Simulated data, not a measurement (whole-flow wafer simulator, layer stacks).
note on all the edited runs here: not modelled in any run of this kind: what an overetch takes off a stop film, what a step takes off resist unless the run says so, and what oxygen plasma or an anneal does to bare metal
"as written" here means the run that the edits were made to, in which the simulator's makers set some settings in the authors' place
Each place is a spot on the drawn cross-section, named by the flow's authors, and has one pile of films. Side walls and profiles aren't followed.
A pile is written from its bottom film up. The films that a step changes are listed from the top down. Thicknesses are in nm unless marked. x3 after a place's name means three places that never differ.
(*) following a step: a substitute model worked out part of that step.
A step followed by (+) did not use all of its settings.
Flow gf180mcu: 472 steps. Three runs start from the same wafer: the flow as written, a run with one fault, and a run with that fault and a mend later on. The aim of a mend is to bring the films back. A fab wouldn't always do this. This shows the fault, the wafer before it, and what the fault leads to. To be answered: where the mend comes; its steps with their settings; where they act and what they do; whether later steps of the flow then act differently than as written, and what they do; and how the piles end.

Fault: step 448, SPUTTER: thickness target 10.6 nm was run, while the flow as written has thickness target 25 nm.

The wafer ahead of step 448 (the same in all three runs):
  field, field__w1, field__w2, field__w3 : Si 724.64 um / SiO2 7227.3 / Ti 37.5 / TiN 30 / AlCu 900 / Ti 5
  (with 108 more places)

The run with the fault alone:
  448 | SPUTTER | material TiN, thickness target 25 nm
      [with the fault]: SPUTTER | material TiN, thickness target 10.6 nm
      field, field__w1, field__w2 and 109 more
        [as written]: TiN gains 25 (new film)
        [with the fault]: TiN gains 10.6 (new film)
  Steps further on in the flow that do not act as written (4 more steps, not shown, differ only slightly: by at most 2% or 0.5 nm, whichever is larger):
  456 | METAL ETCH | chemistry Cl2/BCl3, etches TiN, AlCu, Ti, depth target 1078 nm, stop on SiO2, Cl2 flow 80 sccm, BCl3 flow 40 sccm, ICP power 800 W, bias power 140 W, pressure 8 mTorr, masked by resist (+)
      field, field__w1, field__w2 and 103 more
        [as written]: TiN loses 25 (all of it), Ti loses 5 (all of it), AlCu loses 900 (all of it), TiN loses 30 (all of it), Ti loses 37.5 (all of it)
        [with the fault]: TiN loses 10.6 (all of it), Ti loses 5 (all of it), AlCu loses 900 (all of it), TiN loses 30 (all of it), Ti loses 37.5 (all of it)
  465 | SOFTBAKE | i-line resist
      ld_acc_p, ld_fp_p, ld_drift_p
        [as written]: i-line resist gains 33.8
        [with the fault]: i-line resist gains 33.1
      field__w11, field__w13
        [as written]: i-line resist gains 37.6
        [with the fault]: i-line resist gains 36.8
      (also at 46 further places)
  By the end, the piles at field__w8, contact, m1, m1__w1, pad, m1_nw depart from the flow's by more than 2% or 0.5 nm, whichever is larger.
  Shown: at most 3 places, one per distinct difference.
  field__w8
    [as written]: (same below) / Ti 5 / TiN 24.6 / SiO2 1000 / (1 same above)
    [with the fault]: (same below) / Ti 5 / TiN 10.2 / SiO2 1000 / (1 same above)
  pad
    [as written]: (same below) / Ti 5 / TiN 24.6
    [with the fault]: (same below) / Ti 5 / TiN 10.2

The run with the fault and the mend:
  The mend follows step 455.
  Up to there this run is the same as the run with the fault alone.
  455a | STRIP | chemistry O2/N2, power 2160 W, pressure 1700 mTorr (*)
      field__w8, contact, m1, m1__w1, pad, m1_nw
        resist loses 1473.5 (all of it)
  455b | SPUTTER | material TiN, thickness target 14.4 nm (the flow's step 448, run once more with other settings)
      field, field__w1, field__w2 and 109 more
        TiN gains 14.4
  455c | HMDS | 120 C, 60 s (the flow's step 450, run once more)
      leaves every film unchanged at each place that is followed
  455d | COAT | resist, thickness 1500 nm (the flow's step 451, run once more)
      field, field__w1, field__w2 and 109 more
        resist gains 1500 (new film)
  455e | SOFTBAKE | resist (the flow's step 452, run once more)
      leaves every film unchanged at each place that is followed
  455f | EXPOSE | photomask MetalTop (the flow's step 453, run once more)
      leaves every film unchanged at each place that is followed
  455g | PEB | resist, 70.3 s (the flow's step 454, run once more)
      field, field__w1, field__w2 and 109 more
        resist loses 26.5
  455h | DEVELOP | thickness 1500 nm, 60 s (the flow's step 455, run once more)
      field, field__w1, field__w2 and 103 more
        resist loses 1473.5 (all of it)
  Every later step of the flow that is run acts as written at every place that is followed.
  At every place that both follow, the piles at the end match the flow's.
